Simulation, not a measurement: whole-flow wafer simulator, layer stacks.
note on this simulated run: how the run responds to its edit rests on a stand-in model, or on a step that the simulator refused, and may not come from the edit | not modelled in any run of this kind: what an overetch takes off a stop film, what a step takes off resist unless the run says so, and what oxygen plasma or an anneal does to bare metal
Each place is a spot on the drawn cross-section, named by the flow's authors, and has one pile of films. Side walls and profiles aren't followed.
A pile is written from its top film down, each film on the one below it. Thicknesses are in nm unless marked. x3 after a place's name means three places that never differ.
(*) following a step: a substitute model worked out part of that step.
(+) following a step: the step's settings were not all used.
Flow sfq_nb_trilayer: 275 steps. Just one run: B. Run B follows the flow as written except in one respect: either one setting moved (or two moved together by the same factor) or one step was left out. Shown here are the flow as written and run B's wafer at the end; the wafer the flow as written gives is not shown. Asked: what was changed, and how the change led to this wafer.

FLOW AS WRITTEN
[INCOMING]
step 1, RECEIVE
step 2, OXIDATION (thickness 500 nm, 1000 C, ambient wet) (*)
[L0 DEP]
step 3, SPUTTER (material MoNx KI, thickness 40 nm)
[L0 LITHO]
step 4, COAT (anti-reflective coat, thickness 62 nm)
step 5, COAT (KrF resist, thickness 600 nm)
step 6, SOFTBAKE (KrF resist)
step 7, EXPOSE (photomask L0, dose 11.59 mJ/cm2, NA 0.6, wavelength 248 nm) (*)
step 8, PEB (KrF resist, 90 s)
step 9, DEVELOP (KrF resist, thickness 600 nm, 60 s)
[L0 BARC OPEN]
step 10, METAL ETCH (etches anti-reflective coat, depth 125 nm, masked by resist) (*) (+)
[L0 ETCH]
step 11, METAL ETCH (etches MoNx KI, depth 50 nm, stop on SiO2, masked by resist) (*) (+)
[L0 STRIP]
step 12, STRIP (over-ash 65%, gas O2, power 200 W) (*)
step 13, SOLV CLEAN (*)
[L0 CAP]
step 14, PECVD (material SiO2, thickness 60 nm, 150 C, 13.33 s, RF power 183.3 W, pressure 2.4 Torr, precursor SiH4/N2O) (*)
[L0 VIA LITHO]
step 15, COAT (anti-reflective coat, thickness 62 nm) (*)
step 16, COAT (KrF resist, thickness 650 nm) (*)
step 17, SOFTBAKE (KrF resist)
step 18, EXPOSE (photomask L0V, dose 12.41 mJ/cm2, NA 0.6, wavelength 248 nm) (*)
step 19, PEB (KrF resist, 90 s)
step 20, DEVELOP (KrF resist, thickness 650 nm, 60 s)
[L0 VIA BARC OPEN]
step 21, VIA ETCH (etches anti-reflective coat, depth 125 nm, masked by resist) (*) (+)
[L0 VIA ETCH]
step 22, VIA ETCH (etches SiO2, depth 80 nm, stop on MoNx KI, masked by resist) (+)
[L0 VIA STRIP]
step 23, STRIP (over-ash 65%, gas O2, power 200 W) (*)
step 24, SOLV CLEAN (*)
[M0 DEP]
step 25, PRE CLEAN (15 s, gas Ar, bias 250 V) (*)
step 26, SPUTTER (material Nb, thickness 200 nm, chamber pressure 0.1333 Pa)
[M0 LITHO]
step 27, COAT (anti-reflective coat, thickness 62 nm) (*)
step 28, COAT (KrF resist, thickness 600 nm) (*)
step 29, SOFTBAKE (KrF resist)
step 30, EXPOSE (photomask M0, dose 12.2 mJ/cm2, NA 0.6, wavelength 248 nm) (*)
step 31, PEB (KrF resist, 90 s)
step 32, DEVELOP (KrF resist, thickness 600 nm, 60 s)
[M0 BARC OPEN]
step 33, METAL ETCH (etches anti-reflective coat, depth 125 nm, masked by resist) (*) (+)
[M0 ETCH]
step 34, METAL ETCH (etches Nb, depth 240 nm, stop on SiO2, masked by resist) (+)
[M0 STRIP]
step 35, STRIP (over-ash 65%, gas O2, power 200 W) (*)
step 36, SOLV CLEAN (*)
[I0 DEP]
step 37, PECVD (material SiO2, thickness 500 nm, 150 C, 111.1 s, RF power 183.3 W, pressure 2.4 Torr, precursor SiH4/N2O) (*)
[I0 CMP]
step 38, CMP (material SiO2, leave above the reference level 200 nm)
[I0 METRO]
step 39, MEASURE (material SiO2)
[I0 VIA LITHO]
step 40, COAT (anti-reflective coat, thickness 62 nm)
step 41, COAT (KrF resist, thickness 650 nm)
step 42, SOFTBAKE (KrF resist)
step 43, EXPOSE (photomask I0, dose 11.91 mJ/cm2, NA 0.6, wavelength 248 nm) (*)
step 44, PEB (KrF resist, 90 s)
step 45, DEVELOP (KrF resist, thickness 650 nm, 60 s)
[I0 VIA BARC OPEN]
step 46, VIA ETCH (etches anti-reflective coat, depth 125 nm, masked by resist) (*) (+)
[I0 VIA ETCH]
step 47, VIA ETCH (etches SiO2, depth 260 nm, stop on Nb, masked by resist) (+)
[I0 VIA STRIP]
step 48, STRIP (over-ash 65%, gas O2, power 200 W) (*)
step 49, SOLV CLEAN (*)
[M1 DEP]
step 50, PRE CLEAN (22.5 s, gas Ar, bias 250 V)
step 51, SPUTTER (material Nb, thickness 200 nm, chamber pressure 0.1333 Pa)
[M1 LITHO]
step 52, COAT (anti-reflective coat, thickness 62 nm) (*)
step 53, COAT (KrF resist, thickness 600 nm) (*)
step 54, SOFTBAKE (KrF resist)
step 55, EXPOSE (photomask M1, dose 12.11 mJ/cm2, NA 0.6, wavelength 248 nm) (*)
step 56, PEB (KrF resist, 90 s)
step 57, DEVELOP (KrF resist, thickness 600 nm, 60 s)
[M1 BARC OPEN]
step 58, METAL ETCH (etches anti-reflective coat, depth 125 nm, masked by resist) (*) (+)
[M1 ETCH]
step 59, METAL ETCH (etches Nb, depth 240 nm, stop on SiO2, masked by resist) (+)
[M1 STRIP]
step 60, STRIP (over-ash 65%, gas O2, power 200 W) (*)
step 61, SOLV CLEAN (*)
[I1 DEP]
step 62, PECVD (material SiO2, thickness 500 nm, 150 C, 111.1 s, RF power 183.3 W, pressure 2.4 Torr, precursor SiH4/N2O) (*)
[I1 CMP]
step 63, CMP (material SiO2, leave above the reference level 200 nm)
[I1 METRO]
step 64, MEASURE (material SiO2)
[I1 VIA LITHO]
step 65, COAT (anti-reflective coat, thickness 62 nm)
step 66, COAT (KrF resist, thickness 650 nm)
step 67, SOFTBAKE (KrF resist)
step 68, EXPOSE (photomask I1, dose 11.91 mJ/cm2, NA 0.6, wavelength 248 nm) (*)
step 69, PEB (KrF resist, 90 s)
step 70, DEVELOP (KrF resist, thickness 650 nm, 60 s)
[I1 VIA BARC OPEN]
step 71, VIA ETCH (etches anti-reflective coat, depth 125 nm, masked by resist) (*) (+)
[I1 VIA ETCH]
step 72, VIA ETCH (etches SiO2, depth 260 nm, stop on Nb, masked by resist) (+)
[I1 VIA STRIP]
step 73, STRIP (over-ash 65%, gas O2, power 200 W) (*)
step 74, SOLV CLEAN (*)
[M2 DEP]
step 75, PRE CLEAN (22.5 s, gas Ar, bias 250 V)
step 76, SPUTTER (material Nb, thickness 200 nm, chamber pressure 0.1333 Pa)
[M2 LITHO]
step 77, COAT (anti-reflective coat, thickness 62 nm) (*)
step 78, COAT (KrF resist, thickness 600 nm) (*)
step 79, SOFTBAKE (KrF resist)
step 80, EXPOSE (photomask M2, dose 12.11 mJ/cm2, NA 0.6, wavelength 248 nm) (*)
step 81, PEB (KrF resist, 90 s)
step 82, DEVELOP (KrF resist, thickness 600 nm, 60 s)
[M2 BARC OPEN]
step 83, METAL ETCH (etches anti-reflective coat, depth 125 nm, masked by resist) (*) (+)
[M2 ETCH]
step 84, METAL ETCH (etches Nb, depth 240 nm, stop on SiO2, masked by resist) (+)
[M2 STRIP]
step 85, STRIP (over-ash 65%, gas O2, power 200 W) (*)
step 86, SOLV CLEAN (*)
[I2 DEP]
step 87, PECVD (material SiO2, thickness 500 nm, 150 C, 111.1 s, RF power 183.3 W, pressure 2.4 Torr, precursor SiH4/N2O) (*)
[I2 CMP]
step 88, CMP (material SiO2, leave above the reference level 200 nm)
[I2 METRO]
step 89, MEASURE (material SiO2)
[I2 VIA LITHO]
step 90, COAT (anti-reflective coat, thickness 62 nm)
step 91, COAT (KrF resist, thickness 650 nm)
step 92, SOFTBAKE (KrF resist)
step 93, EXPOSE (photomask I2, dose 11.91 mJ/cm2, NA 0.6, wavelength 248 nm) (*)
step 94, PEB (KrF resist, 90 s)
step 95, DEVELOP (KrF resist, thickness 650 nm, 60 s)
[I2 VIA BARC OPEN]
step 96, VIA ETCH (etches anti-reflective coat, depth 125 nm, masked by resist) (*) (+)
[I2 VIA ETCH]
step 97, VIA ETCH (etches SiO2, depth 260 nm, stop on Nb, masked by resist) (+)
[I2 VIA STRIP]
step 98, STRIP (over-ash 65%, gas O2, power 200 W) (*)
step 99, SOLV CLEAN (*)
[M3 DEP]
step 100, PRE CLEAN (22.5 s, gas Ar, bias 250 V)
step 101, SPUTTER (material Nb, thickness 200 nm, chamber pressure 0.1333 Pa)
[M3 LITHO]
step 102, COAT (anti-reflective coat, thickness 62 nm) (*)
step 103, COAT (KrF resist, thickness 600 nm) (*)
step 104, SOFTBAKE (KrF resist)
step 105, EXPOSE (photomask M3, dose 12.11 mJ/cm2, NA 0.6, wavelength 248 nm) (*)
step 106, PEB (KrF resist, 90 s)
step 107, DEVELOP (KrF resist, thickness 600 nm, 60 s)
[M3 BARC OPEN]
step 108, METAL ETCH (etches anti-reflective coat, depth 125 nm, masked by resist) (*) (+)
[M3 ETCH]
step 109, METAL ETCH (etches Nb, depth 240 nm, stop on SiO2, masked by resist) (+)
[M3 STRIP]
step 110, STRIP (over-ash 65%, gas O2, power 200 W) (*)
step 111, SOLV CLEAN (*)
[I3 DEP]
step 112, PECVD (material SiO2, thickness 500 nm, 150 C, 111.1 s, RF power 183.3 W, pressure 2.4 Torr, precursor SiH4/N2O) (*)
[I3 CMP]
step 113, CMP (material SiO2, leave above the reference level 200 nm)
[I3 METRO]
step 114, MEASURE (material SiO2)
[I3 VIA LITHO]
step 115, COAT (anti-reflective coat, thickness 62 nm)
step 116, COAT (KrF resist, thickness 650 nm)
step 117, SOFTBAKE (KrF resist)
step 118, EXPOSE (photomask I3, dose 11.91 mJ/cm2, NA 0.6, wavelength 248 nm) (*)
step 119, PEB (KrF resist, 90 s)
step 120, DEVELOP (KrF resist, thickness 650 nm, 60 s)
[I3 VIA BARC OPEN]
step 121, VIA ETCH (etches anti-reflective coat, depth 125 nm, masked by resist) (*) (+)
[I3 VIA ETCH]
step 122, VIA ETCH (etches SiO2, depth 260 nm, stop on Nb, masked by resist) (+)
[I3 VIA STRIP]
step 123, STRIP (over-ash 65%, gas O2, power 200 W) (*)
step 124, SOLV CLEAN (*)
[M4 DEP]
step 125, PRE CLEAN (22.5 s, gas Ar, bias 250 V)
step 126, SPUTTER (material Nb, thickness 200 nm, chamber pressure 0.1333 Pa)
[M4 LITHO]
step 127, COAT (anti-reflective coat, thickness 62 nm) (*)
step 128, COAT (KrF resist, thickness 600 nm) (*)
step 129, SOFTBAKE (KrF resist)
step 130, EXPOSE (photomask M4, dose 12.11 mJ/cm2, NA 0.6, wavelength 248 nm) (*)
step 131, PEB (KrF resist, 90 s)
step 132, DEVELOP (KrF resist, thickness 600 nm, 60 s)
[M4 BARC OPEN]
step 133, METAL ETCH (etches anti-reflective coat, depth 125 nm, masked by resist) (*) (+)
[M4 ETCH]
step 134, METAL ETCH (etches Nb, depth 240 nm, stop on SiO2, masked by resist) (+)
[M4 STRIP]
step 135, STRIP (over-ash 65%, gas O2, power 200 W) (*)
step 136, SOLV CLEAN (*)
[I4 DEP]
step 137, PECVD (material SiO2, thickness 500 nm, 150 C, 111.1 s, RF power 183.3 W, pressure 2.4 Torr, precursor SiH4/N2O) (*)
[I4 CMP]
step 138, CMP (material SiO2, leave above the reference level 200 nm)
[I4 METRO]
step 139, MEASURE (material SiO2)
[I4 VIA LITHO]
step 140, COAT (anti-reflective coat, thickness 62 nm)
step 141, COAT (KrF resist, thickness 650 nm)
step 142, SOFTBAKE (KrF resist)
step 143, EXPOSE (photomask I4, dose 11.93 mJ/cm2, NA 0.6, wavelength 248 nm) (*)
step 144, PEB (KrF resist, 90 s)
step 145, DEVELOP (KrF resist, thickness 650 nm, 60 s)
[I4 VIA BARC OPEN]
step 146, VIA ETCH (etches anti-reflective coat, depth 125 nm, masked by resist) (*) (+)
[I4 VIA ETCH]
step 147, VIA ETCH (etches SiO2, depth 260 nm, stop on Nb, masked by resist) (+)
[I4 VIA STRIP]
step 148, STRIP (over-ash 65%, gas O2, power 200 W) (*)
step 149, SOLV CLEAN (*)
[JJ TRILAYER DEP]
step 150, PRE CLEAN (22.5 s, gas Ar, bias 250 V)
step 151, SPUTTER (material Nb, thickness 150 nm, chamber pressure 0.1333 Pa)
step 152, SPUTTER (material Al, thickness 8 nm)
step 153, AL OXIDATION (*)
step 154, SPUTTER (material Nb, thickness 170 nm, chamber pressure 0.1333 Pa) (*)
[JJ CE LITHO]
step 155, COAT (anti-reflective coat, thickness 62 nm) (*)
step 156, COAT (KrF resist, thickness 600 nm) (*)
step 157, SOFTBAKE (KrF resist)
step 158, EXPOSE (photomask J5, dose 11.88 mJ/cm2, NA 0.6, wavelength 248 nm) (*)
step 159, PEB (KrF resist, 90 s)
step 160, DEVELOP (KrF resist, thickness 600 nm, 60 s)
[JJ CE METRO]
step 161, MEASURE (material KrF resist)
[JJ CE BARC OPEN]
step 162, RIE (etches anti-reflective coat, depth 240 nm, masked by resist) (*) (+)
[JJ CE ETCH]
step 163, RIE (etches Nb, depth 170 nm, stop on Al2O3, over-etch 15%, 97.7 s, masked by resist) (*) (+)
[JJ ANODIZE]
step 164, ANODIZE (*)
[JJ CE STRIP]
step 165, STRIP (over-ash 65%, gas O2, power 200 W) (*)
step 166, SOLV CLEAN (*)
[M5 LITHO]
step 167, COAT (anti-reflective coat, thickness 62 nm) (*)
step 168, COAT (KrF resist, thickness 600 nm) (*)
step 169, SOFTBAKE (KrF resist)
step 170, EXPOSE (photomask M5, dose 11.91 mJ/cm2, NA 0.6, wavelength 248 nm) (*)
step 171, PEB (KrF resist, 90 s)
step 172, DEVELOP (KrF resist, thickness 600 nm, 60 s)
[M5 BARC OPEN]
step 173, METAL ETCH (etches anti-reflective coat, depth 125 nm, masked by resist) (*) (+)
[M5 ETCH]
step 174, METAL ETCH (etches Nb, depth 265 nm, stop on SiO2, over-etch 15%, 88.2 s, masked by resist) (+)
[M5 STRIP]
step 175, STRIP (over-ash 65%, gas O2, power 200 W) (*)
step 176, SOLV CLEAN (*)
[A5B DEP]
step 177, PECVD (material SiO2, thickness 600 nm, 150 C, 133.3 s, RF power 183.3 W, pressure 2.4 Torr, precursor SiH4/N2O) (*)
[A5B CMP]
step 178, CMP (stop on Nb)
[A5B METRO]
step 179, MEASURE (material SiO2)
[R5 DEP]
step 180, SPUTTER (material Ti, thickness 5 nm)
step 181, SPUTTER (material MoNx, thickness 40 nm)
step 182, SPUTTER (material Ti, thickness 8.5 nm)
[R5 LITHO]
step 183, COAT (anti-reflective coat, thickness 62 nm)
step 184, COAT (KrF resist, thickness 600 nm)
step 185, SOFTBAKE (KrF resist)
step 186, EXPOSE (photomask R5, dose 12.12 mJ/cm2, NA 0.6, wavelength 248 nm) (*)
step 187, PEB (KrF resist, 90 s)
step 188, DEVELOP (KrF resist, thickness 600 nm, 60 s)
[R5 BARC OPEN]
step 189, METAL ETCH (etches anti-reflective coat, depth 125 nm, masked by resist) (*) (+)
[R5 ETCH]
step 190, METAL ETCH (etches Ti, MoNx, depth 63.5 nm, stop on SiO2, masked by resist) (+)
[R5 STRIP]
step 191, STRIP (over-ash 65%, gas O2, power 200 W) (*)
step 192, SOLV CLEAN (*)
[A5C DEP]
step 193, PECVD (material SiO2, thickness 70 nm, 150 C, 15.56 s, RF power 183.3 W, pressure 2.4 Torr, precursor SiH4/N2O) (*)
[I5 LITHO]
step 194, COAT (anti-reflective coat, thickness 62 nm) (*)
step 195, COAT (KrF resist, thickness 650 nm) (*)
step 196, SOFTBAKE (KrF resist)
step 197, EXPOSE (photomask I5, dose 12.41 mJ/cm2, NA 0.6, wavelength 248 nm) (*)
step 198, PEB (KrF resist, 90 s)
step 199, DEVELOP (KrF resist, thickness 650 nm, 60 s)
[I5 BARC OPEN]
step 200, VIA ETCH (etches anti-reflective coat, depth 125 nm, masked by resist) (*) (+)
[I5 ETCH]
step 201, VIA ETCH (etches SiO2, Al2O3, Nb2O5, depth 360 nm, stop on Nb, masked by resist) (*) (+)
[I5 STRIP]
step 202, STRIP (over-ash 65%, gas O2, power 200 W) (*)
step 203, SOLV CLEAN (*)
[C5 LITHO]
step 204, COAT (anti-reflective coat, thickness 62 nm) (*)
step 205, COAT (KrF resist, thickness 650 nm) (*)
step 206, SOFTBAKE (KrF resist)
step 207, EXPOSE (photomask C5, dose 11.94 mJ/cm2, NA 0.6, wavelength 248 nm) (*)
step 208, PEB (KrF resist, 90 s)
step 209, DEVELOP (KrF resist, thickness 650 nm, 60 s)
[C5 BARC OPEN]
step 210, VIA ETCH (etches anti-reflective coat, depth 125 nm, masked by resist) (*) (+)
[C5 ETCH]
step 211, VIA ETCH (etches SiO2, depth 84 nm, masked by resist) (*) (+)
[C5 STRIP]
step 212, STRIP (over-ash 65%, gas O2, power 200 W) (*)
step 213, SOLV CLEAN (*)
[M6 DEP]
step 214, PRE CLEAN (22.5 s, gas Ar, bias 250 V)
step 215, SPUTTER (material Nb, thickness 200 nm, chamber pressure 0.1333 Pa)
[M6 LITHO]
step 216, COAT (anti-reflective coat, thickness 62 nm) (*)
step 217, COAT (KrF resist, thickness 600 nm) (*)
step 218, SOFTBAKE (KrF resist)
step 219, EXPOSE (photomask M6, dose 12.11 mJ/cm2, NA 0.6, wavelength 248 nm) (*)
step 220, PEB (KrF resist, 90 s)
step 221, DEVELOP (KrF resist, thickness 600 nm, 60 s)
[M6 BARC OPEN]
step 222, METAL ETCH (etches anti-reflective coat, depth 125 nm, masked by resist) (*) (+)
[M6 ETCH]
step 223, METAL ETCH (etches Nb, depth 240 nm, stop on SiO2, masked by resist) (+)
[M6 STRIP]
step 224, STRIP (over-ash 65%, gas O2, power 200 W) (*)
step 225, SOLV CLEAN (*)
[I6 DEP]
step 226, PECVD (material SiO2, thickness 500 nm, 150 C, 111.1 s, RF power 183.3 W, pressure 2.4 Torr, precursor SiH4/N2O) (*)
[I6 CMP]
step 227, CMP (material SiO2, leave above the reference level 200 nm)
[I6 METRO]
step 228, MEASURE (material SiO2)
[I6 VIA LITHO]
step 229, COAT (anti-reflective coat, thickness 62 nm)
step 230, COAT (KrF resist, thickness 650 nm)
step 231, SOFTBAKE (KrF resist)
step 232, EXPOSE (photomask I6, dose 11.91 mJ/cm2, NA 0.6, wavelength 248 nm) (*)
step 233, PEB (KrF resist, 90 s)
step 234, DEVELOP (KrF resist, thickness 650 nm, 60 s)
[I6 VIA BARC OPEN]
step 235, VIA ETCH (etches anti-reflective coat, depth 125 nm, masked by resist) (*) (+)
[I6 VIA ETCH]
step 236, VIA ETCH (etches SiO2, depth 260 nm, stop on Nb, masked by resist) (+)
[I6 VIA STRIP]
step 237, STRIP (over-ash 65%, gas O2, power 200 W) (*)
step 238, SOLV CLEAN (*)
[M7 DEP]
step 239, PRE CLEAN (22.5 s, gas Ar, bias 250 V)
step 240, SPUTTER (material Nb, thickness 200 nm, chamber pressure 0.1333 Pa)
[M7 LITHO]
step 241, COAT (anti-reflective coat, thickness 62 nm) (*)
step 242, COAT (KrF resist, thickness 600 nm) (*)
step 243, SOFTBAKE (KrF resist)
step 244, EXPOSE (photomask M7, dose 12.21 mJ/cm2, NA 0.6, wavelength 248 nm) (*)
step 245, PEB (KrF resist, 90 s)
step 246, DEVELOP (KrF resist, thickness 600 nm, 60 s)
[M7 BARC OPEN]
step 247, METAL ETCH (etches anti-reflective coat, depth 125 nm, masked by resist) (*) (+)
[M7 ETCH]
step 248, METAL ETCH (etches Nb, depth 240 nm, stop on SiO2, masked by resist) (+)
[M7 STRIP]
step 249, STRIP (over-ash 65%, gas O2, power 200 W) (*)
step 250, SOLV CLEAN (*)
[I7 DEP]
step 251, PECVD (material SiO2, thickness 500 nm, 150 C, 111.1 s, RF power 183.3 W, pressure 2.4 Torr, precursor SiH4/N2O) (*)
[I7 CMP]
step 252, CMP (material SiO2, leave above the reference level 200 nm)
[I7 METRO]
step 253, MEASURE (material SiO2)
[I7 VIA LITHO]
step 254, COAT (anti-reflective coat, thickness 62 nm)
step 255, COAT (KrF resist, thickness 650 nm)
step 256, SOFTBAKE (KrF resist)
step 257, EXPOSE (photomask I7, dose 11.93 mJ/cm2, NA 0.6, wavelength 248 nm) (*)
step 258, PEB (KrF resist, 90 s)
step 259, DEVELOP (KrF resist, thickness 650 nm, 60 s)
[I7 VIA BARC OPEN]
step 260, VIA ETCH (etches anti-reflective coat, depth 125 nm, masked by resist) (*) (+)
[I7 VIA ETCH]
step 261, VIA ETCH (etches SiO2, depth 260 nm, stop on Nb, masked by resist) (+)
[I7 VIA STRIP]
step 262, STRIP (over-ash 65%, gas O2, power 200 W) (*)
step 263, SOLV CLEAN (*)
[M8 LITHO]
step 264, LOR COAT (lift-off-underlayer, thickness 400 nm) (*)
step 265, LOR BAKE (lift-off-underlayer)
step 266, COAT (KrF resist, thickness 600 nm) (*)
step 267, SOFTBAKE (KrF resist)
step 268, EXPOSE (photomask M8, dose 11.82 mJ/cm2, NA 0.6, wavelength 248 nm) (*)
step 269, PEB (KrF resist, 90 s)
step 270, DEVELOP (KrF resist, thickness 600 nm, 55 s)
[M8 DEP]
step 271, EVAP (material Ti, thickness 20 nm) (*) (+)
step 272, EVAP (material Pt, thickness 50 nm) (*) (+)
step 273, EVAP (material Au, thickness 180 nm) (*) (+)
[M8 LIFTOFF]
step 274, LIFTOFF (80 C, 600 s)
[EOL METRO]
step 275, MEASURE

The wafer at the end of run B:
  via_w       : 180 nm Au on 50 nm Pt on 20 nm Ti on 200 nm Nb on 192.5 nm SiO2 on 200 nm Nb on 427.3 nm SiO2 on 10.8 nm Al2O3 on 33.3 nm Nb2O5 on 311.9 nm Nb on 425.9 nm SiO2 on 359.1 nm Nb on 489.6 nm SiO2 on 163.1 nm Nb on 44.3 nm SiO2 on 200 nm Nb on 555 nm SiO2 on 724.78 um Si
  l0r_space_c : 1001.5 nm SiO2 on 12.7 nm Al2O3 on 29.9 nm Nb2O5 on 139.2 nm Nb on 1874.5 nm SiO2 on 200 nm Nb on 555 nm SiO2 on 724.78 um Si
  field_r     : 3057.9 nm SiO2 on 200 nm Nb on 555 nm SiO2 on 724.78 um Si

What caused this: step 38, CMP: leave above the reference level 312 nm was run, whereas the flow has leave above the reference level 200 nm.

How this came from the change, step by step:
  step 38, CMP (material SiO2, leave above the reference level 200 nm)
      v_sur, via_wl, via_w and 94 more: SiO2 loses 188 (as written it would have been: SiO2 loses 300)
      field_l, l0_sur, l0r_line_l, l0r_line_c, l0r_line_r: SiO2 loses 228 (as written it would have been: SiO2 loses 340)
      (as well as at 4 more places)
  step 47, VIA ETCH (etches SiO2, depth 260 nm, stop on Nb, masked by resist) (+)
      via_w: SiO2 loses 260 (as written it would have been: SiO2 loses 199.8 (all of it))
  step 50, PRE CLEAN (22.5 s, gas Ar, bias 250 V)
      via_w: SiO2 loses 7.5 (as written it would have been: Nb loses 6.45)
  step 51, SPUTTER (material Nb, thickness 200 nm, chamber pressure 0.1333 Pa)
      via_w: Nb gains 163.1 (new film) (as written it would have been: Nb gains 174.5)
  step 52, COAT (anti-reflective coat, thickness 62 nm) (*)
      via_w: anti-reflective coat gains 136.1 (new film) (as written it would have been: anti-reflective coat gains 123.1 (new film))
      via_wr: anti-reflective coat gains 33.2 (new film) (as written it would have been: anti-reflective coat gains 34.9 (new film))
  step 53, COAT (KrF resist, thickness 600 nm) (*)
      via_w: KrF resist gains 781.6 (new film) (as written it would have been: KrF resist gains 731.8 (new film))
  step 60, STRIP (over-ash 65%, gas O2, power 200 W) (*)
      via_w: KrF resist loses 563.6 (all of it), anti-reflective coat loses 136.1 (all of it) (as written it would have been: KrF resist loses 513.8 (all of it), anti-reflective coat loses 123.1 (all of it))
      via_wr: KrF resist loses 378.6 (all of it), anti-reflective coat loses 33.2 (all of it) (as written it would have been: KrF resist loses 384.4 (all of it), anti-reflective coat loses 34.9 (all of it))
  step 62, PECVD (material SiO2, thickness 500 nm, 150 C, 111.1 s, RF power 183.3 W, pressure 2.4 Torr, precursor SiH4/N2O) (*)
      via_w: SiO2 gains 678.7 (new film) (as written it would have been: SiO2 gains 606 (new film))
Taking metal films that touch as one body, via_w has 6 bodies (between them, from the top down: SiO2 192.5; SiO2 427.3 / Al2O3 10.8 / Nb2O5 33.3; SiO2 425.9; SiO2 489.6; SiO2 44.3); the flow as written gives 5 bodies (between them, from the top down: SiO2 192.5; SiO2 427.3 / Al2O3 10.8 / Nb2O5 33.3; SiO2 425.9; SiO2 416.9).
